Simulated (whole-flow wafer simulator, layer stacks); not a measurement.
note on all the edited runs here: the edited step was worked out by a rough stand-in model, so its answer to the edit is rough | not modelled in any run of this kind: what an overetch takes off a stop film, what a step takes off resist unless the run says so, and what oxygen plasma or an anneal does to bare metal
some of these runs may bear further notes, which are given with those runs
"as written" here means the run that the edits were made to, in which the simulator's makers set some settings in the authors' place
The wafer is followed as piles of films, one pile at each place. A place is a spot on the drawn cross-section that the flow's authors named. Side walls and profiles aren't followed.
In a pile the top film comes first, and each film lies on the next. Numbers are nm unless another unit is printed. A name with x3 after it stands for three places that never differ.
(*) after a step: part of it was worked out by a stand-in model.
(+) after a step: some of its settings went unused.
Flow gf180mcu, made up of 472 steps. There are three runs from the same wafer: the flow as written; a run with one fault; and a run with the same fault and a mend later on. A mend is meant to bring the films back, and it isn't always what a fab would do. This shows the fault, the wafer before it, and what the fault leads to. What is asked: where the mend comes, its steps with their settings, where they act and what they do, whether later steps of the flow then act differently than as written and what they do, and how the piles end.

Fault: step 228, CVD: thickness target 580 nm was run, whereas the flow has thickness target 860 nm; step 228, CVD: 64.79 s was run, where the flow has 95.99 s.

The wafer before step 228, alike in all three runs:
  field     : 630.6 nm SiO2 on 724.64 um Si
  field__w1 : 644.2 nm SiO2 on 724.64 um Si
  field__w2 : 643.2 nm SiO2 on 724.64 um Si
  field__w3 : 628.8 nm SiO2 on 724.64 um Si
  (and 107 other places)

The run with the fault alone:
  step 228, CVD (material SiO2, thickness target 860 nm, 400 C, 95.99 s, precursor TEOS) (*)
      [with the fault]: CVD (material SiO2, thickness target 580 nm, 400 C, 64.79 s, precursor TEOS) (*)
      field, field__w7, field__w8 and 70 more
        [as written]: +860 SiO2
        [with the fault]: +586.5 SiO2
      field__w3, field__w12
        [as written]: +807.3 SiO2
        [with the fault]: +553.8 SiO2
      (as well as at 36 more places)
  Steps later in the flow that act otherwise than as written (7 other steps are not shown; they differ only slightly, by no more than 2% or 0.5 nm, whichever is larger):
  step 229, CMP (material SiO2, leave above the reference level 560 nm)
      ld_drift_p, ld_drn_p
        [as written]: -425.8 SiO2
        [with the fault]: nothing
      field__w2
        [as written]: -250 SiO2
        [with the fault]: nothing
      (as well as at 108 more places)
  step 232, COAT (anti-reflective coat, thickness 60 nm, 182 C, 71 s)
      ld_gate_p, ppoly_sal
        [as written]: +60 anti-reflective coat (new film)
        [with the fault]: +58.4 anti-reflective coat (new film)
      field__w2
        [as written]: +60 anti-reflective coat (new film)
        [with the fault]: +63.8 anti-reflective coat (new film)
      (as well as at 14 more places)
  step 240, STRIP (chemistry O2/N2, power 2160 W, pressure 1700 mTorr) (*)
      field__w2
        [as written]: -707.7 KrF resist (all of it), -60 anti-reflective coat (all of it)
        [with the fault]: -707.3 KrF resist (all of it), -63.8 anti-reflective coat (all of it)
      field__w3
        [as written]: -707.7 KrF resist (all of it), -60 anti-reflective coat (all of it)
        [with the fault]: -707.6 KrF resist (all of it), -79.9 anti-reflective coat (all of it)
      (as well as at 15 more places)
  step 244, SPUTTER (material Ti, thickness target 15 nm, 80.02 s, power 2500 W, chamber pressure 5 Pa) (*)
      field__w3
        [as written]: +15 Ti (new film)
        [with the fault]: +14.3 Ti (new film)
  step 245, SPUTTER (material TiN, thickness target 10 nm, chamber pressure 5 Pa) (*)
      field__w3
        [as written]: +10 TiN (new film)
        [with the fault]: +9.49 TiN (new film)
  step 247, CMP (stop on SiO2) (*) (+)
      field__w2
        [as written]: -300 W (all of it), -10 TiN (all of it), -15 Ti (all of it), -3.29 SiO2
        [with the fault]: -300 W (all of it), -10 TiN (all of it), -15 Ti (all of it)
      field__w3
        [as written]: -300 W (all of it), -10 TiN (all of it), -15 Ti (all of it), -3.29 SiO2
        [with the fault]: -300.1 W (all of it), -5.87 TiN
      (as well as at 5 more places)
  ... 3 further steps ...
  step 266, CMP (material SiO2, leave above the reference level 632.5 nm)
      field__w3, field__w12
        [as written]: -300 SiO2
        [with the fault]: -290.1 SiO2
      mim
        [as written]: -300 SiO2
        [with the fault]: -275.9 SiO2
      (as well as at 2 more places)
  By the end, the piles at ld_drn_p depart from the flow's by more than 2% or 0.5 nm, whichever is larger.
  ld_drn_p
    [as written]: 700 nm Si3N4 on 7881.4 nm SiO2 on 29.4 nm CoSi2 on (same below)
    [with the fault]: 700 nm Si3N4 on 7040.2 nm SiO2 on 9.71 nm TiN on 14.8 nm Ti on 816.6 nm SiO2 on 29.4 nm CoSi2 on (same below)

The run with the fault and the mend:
  After step 228 comes the mend.
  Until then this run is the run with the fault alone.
  step 228a, CVD (material SiO2, thickness target 280 nm, 400 C, 31.25 s, precursor TEOS) (*) (the flow's step 228, run once more with other settings)
      field, field__w7, field__w8 and 72 more
        +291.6 SiO2
      field_sub__w1, field_sub__w4, field_sub__w5
        +284 SiO2
      nw_enc_fld_lv__w1, nw_enc_fld_lv__w3, nw_enc_fld_lv__w4
        +281.6 SiO2
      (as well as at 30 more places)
  Steps later in the flow that act otherwise than as written:
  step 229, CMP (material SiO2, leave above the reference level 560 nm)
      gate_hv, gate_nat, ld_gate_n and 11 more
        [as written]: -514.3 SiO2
        [with the mend]: -532.4 SiO2
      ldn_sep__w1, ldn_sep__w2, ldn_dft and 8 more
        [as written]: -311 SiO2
        [with the mend]: -329.1 SiO2
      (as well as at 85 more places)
  By the end, the piles equal the flow's at every place that both follow.
